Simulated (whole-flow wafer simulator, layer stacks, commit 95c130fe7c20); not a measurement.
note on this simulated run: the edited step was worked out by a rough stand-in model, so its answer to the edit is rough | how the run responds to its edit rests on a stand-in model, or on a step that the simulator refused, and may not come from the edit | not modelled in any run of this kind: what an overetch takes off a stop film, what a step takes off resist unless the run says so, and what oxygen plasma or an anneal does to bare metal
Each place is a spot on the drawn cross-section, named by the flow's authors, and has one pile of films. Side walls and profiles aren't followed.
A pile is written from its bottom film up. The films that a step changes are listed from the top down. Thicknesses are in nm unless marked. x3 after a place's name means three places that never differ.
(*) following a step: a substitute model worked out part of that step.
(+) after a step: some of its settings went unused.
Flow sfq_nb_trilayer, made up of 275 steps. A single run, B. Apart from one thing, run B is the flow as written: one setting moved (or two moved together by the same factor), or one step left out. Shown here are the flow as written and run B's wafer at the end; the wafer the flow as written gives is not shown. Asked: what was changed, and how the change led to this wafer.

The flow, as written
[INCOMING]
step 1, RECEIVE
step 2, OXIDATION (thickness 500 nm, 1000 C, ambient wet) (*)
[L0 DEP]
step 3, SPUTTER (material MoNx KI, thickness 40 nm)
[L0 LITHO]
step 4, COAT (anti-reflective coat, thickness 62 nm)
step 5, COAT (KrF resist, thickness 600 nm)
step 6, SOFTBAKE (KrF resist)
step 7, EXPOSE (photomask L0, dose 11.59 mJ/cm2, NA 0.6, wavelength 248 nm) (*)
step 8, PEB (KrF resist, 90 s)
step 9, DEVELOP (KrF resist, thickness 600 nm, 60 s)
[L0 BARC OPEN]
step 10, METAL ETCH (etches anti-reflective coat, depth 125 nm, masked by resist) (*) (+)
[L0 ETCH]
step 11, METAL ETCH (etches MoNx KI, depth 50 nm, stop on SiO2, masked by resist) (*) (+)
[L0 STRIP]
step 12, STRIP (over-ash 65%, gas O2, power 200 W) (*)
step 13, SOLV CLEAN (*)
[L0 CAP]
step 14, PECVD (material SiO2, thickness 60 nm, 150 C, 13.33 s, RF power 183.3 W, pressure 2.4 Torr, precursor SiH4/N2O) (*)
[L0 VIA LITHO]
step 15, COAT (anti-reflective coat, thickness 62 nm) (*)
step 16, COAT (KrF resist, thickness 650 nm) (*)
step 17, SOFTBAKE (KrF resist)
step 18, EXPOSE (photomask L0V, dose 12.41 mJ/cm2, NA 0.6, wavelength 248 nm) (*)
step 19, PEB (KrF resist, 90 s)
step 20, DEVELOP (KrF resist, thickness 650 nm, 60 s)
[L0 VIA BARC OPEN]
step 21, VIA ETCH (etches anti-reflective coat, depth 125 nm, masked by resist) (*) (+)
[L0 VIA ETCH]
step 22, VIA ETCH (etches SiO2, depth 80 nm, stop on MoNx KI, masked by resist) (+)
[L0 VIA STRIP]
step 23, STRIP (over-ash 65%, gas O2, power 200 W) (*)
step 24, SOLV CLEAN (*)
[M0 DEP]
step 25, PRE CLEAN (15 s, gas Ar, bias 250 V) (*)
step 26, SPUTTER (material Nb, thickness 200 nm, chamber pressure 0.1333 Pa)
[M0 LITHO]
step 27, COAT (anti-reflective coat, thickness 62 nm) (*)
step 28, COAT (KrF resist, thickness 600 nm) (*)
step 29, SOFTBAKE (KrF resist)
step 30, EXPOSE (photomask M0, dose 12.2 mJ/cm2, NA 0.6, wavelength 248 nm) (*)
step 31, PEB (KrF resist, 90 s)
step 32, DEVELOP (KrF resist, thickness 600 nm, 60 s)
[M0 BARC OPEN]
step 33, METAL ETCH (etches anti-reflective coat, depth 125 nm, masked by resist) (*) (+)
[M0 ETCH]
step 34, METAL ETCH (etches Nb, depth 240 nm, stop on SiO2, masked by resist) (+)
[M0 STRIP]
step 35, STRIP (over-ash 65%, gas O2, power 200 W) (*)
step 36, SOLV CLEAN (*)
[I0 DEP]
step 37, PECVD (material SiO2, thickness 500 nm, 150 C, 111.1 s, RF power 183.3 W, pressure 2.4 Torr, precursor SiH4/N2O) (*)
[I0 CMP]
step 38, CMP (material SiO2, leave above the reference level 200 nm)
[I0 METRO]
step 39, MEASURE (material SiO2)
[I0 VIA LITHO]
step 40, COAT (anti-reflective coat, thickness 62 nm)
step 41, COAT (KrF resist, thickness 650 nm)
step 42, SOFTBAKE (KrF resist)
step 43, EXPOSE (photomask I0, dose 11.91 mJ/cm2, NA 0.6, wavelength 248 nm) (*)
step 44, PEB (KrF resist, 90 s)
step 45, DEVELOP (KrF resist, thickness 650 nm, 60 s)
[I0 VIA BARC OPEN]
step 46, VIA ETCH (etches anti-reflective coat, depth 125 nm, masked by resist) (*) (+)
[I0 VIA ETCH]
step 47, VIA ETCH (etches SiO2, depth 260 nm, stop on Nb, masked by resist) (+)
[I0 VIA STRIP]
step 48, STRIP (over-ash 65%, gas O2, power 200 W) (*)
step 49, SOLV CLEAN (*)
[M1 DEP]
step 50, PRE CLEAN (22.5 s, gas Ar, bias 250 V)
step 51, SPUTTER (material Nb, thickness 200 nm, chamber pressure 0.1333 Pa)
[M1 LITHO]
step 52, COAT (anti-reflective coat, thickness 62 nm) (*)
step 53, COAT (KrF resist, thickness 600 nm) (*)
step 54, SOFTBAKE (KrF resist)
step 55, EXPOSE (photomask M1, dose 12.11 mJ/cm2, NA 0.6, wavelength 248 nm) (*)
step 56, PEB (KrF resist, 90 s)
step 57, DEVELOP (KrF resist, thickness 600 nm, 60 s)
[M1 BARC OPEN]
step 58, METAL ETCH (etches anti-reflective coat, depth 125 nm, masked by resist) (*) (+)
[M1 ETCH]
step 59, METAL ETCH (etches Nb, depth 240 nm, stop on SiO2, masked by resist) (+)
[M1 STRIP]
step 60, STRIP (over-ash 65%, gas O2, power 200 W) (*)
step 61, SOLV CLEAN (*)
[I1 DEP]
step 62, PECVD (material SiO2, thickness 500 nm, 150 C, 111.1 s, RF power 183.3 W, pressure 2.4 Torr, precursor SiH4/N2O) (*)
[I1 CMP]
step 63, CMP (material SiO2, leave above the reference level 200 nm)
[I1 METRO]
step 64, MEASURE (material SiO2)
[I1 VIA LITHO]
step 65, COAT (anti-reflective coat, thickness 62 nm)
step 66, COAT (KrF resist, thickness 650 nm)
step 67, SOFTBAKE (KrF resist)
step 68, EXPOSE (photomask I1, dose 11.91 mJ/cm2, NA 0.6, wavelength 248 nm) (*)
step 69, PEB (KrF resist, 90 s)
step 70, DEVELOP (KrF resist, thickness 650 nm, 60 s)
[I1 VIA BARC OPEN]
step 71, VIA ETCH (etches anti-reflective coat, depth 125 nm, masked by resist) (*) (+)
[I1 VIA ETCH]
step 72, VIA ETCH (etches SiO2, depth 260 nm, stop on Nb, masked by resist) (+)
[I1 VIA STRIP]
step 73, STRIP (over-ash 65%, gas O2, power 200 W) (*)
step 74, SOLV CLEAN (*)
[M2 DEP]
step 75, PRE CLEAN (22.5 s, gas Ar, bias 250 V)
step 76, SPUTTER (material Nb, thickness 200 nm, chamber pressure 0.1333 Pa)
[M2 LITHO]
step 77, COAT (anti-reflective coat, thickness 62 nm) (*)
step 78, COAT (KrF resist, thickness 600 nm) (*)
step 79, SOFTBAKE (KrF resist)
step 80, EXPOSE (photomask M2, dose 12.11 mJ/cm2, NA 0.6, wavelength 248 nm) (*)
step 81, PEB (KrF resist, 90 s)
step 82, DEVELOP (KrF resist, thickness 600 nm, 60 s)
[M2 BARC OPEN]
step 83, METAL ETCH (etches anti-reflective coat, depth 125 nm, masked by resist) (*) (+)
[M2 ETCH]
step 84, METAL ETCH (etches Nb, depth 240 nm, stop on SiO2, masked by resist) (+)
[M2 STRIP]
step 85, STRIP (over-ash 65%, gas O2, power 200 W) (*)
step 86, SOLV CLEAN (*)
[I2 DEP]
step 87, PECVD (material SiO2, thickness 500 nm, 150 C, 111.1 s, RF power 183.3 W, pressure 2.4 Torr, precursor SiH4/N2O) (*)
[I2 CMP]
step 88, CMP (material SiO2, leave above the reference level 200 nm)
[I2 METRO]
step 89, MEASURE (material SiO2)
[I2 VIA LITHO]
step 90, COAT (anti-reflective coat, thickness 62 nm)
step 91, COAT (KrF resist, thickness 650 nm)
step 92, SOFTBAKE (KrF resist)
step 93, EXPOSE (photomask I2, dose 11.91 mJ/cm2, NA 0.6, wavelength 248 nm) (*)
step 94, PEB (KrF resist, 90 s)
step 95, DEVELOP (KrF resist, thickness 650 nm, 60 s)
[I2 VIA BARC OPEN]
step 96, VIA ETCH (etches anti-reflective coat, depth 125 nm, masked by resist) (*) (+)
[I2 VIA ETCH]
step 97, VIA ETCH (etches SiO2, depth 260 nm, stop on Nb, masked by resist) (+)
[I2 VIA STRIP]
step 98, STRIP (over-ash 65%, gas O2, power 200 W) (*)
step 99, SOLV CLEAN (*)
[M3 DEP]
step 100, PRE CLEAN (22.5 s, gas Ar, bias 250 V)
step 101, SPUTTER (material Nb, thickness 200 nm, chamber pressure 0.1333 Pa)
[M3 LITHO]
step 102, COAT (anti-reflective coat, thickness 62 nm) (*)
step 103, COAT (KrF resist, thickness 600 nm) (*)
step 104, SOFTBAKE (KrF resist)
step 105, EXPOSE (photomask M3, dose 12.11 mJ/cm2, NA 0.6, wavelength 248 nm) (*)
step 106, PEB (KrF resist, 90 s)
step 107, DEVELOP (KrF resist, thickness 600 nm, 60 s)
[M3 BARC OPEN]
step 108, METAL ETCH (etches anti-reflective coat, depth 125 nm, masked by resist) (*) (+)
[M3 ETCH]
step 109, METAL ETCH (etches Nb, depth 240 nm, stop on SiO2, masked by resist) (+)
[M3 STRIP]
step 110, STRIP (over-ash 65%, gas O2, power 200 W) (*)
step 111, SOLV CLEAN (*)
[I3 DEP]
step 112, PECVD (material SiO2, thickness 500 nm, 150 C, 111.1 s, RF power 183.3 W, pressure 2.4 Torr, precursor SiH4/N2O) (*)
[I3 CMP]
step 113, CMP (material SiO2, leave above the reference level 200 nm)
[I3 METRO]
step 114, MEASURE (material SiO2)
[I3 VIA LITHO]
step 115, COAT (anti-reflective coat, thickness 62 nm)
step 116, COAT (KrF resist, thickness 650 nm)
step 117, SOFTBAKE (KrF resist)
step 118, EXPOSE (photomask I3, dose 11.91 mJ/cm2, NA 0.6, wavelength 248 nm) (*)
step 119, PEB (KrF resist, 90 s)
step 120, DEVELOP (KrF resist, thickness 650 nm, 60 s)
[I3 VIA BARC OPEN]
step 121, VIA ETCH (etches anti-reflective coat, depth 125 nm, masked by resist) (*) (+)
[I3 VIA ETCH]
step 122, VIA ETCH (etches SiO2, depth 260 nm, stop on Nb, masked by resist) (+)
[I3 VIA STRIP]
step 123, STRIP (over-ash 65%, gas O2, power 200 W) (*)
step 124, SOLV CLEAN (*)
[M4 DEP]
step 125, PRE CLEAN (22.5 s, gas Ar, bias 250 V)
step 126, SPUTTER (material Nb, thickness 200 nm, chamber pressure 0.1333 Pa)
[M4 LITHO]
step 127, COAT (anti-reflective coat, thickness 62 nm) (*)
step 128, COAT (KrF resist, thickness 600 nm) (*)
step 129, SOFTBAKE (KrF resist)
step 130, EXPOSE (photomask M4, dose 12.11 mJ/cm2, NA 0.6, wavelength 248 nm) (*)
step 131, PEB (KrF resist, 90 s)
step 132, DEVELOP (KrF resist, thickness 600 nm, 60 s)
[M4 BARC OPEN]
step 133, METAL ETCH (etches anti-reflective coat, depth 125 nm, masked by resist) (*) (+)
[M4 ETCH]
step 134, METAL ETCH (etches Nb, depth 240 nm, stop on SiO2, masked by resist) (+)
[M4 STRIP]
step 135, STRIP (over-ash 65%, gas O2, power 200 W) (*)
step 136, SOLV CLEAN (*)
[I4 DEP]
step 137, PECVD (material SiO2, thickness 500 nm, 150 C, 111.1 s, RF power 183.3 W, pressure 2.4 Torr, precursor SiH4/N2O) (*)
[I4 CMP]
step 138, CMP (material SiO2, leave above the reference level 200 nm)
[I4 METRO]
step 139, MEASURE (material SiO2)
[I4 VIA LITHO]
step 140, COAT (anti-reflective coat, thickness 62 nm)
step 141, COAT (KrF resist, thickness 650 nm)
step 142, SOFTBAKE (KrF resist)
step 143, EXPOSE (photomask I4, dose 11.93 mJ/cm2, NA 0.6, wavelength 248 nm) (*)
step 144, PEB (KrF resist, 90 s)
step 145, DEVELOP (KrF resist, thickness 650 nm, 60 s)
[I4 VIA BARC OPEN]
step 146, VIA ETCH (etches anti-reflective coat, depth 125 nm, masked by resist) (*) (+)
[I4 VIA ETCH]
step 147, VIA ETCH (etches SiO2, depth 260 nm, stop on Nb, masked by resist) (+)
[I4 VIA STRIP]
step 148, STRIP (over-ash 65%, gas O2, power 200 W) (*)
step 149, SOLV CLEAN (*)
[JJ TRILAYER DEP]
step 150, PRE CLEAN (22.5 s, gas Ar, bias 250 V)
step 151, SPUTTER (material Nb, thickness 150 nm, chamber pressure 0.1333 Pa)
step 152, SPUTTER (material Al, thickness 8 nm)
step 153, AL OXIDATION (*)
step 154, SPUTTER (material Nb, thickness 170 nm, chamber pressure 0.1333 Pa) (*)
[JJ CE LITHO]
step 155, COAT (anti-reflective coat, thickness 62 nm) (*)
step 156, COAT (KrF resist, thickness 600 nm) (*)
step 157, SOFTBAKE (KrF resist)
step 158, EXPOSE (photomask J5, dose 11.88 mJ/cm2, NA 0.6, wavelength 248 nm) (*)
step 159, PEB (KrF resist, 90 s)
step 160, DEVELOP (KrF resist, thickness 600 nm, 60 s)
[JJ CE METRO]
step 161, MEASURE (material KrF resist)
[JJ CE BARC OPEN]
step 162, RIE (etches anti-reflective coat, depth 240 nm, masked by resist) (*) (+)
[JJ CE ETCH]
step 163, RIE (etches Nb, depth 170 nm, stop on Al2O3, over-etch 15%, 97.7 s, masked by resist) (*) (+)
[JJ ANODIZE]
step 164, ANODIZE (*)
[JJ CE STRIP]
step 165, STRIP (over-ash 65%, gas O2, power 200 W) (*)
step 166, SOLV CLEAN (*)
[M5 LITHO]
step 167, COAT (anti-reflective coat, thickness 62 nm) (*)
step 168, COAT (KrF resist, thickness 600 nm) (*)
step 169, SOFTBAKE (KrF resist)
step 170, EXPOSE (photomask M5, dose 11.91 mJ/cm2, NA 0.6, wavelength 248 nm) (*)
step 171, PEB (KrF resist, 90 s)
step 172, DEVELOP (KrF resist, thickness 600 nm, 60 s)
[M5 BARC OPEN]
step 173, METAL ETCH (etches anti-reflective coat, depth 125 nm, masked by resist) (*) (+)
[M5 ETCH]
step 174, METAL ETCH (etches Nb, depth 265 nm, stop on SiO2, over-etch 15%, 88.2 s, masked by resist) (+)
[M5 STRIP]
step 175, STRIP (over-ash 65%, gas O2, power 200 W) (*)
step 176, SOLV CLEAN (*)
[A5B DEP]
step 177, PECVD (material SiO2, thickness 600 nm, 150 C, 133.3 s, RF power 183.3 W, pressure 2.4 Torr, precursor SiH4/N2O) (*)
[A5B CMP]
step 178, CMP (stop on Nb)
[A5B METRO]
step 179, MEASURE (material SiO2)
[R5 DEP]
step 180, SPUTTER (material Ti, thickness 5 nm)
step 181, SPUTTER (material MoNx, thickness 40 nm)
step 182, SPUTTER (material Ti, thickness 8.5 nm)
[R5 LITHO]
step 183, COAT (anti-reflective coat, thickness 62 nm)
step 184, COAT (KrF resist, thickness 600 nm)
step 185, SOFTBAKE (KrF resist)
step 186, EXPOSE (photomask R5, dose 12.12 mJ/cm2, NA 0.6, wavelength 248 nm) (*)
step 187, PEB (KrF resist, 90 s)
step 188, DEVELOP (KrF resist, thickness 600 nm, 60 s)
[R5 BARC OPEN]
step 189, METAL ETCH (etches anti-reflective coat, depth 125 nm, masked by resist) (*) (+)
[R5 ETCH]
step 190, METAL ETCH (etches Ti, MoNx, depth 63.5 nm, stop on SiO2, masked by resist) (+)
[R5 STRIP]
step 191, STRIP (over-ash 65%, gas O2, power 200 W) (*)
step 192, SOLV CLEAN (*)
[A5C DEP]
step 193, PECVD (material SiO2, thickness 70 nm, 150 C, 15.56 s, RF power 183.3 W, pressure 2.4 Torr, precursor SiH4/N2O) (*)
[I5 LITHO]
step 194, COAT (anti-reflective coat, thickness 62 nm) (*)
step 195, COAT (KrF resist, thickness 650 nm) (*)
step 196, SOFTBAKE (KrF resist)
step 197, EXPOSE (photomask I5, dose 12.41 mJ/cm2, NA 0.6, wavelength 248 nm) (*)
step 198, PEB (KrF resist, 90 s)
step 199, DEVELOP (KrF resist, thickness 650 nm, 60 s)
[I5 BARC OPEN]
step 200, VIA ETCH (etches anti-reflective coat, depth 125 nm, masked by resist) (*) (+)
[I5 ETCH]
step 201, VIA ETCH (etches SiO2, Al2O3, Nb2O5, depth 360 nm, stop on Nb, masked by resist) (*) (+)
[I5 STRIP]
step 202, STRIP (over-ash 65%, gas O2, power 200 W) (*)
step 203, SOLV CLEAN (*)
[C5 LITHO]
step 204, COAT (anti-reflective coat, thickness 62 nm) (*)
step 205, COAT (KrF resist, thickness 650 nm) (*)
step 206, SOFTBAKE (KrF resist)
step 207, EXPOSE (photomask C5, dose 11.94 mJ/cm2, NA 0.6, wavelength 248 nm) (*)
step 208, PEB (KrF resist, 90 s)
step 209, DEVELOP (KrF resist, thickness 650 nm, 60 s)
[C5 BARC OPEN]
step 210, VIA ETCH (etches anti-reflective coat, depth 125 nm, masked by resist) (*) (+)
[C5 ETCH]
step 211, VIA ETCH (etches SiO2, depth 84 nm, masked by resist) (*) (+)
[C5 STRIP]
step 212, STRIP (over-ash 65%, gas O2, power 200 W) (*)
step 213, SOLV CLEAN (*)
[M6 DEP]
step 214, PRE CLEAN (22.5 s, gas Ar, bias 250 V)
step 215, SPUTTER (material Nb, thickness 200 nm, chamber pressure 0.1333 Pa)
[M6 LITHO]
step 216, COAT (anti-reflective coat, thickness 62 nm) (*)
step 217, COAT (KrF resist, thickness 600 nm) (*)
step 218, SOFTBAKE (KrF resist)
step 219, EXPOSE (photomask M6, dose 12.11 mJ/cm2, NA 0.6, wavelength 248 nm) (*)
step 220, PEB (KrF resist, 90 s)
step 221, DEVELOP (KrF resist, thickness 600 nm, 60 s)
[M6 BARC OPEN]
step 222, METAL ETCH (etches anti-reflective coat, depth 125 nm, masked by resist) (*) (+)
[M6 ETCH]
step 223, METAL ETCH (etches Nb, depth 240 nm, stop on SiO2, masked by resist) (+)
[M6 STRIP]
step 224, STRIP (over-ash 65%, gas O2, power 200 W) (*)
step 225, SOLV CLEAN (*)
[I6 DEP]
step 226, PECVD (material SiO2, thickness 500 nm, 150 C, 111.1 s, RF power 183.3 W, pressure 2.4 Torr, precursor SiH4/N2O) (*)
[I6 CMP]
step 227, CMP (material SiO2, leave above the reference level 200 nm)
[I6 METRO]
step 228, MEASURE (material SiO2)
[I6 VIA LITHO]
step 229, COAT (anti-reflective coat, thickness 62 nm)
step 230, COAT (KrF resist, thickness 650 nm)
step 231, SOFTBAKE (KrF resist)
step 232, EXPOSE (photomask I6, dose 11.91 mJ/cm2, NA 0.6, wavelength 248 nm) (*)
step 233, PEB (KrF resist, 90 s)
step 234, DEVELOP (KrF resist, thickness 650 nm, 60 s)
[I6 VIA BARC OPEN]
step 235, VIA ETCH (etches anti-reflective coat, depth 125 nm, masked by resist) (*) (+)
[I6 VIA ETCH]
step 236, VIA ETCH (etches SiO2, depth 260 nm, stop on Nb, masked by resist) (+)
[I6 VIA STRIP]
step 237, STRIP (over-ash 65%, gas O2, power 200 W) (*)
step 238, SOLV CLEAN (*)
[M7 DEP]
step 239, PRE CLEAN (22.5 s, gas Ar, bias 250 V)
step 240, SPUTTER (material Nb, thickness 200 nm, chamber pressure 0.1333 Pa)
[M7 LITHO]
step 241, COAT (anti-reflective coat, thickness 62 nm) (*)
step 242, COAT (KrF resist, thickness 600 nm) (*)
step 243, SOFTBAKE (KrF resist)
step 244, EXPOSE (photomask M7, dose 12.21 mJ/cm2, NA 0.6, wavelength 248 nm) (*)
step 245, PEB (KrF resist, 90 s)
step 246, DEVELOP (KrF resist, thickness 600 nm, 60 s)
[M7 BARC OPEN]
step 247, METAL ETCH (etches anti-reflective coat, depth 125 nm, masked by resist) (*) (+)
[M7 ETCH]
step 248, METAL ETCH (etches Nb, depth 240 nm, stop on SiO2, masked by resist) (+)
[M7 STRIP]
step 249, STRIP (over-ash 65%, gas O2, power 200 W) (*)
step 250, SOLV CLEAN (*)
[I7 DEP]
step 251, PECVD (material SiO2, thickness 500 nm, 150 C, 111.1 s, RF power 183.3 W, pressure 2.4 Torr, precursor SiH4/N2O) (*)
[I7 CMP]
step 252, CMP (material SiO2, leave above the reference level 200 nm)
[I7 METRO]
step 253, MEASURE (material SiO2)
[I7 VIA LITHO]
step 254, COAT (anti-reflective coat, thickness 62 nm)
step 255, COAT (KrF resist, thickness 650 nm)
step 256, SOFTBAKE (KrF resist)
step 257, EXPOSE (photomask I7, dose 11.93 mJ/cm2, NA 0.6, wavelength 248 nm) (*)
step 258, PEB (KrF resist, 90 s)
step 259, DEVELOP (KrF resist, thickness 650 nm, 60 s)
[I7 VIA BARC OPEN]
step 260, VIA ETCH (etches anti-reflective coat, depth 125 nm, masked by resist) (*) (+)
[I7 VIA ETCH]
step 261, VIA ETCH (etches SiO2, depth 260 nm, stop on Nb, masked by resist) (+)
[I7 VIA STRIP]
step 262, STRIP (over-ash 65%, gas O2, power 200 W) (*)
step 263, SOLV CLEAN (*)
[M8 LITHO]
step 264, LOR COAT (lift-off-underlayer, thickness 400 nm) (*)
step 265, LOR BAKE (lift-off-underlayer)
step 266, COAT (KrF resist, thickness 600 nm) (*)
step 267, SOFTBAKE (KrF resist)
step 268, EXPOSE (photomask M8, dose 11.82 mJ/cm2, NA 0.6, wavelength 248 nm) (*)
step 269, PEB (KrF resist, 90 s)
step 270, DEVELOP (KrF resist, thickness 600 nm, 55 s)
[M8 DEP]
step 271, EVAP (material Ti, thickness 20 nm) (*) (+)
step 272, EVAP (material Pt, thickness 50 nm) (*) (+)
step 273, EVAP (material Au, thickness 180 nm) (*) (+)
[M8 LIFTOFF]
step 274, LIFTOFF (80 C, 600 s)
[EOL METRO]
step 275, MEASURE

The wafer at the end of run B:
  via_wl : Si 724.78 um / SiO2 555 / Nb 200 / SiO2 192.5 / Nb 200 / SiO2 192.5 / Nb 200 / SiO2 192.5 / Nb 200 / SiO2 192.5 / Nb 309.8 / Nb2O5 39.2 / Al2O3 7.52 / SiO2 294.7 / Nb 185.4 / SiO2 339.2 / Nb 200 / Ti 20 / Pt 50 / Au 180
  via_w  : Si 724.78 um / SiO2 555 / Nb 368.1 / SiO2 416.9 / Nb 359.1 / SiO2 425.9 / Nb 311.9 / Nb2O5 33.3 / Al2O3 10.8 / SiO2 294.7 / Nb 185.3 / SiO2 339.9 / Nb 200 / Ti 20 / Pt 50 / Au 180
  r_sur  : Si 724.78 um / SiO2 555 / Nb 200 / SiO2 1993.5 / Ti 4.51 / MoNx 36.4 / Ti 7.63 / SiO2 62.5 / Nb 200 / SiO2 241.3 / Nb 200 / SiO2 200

The reason: step 177, PECVD: thickness 246 nm was run, though the flow has thickness 600 nm; step 177, PECVD: 54.67 s was run, where the flow has 133.3 s.

How this came from the change, step by step:
  step 177, PECVD (material SiO2, thickness 600 nm, 150 C, 133.3 s, RF power 183.3 W, pressure 2.4 Torr, precursor SiH4/N2O) (*)
      v_sur, via_sp, via_v and 47 more: +246 SiO2 (new film) (as written it would have been: +600 SiO2 (new film))
      field_l, p4_fl, p4_fm and 39 more: +246 SiO2 (as written it would have been: +600 SiO2)
      (and at 14 other places as well)
  step 178, CMP (stop on Nb)
      field_l, p4_fl, p4_fm and 39 more: nothing (as written it would have been: -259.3 SiO2)
      r_sur, res, r_end, moat, field_r, lsp_l: nothing (as written it would have been: -252.3 SiO2)
      (and at 58 other places as well)
  step 180, SPUTTER (material Ti, thickness 5 nm)
      via_wl, via_wr: +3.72 Ti (new film) (as written it would have been: +5 Ti (new film))
  step 181, SPUTTER (material MoNx, thickness 40 nm)
      via_wl, via_wr: +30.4 MoNx (new film) (as written it would have been: +40 MoNx (new film))
      r_sur: +36.4 MoNx (new film) (as written it would have been: +40 MoNx (new film))
      (and at 1 other place as well)
  step 182, SPUTTER (material Ti, thickness 8.5 nm)
      via_wl, via_wr: +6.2 Ti (new film) (as written it would have been: +8.5 Ti (new film))
      r_sur: +7.63 Ti (new film) (as written it would have been: +8.5 Ti (new film))
  step 183, COAT (anti-reflective coat, thickness 62 nm)
      be, be_sur, gap: +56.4 anti-reflective coat (new film) (as written it would have been: +62 anti-reflective coat (new film))
      wl_c_m6, wl_d_m1, wl_d_sr: +64.5 anti-reflective coat (new film) (as written it would have been: +62 anti-reflective coat (new film))
      (and at 58 other places as well)
  step 184, COAT (KrF resist, thickness 600 nm)
      via_sp, wl_jj: +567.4 KrF resist (new film) (as written it would have been: +600 KrF resist (new film))
      moat, wl_g_sl: +612.9 KrF resist (new film) (as written it would have been: +600 KrF resist (new film))
      (and at 32 other places as well)
  step 188, DEVELOP (KrF resist, thickness 600 nm, 60 s)
      via_sp, wl_jj: -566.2 KrF resist (all of it) (as written it would have been: -598.7 KrF resist (all of it))
      m5r_line_l, m5r_line_r: -565.2 KrF resist (all of it) (as written it would have been: -598.7 KrF resist (all of it))
      (and at 29 other places as well)
  step 189, METAL ETCH (etches anti-reflective coat, depth 125 nm, masked by resist) (*) (+)
      via_wl, via_wr: -125 anti-reflective coat (as written it would have been: -62 anti-reflective coat (all of it))
      be_r, r_sur, res, r_end, r5r_line_l, r5r_line_c, r5r_line_r: -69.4 KrF resist (as written it would have been: -51.7 KrF resist)
      (and at 58 other places as well)
  step 190, METAL ETCH (etches Ti, MoNx, depth 63.5 nm, stop on SiO2, masked by resist) (+)
      via_wl: -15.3 anti-reflective coat (all of it), -6.2 Ti (all of it), -30.4 MoNx (all of it), -3.72 Ti (all of it) (as written it would have been: -8.5 Ti (all of it), -40 MoNx (all of it), -5 Ti (all of it))
      via_wr: -15.9 anti-reflective coat (all of it), -6.2 Ti (all of it), -30.4 MoNx (all of it), -3.72 Ti (all of it) (as written it would have been: -8.5 Ti (all of it), -40 MoNx (all of it), -5 Ti (all of it))
      (and at 1 other place as well)
  step 191, STRIP (over-ash 65%, gas O2, power 200 W) (*)
      r5r_line_l, r5r_line_c, r5r_line_r: -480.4 KrF resist (all of it), -62 anti-reflective coat (all of it) (as written it would have been: -498.2 KrF resist (all of it), -62 anti-reflective coat (all of it))
      be_r: -448.3 KrF resist (all of it), -51 anti-reflective coat (all of it) (as written it would have been: -498.2 KrF resist (all of it), -62 anti-reflective coat (all of it))
      (and at 3 other places as well)
  step 193, PECVD (material SiO2, thickness 70 nm, 150 C, 15.56 s, RF power 183.3 W, pressure 2.4 Torr, precursor SiH4/N2O) (*)
      via_wl, via_w, via_wr: +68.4 SiO2 (as written it would have been: +70 SiO2)
  step 194, COAT (anti-reflective coat, thickness 62 nm) (*)
      wl_c_sl, wl_c_m6, wl_d_m1, wl_d_sr: +64.6 anti-reflective coat (new film) (as written it would have been: +62 anti-reflective coat (new film))
      be_sur, gap: +57 anti-reflective coat (new film) (as written it would have been: +62.4 anti-reflective coat (new film))
      (and at 59 other places as well)
  step 195, COAT (KrF resist, thickness 650 nm) (*)
      m5r_space_l, m5r_space_r: +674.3 KrF resist (new film) (as written it would have been: +650 KrF resist (new film))
      m5r_linepad_l, m5r_linepad_r: +622.8 KrF resist (new film) (as written it would have been: +650 KrF resist (new film))
      (and at 30 other places as well)
  step 199, DEVELOP (KrF resist, thickness 650 nm, 60 s)
      be: -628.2 KrF resist (all of it) (as written it would have been: -649.8 KrF resist (all of it))
  step 200, VIA ETCH (etches anti-reflective coat, depth 125 nm, masked by resist) (*) (+)
      field_l, v_sur, via_wl and 102 more: -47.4 KrF resist (as written it would have been: -52 KrF resist)
      be: -56.9 anti-reflective coat (all of it), -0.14 SiO2 (as written it would have been: -62.4 anti-reflective coat (all of it), -0.16 SiO2)
  ... another 15 steps ...
  step 252, CMP (material SiO2, leave above the reference level 200 nm)
      field_r, lsp_l: -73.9 SiO2 (as written it would have been: -77.7 SiO2)
      l0_sur, l0v: -85.2 SiO2 (as written it would have been: -87.8 SiO2)
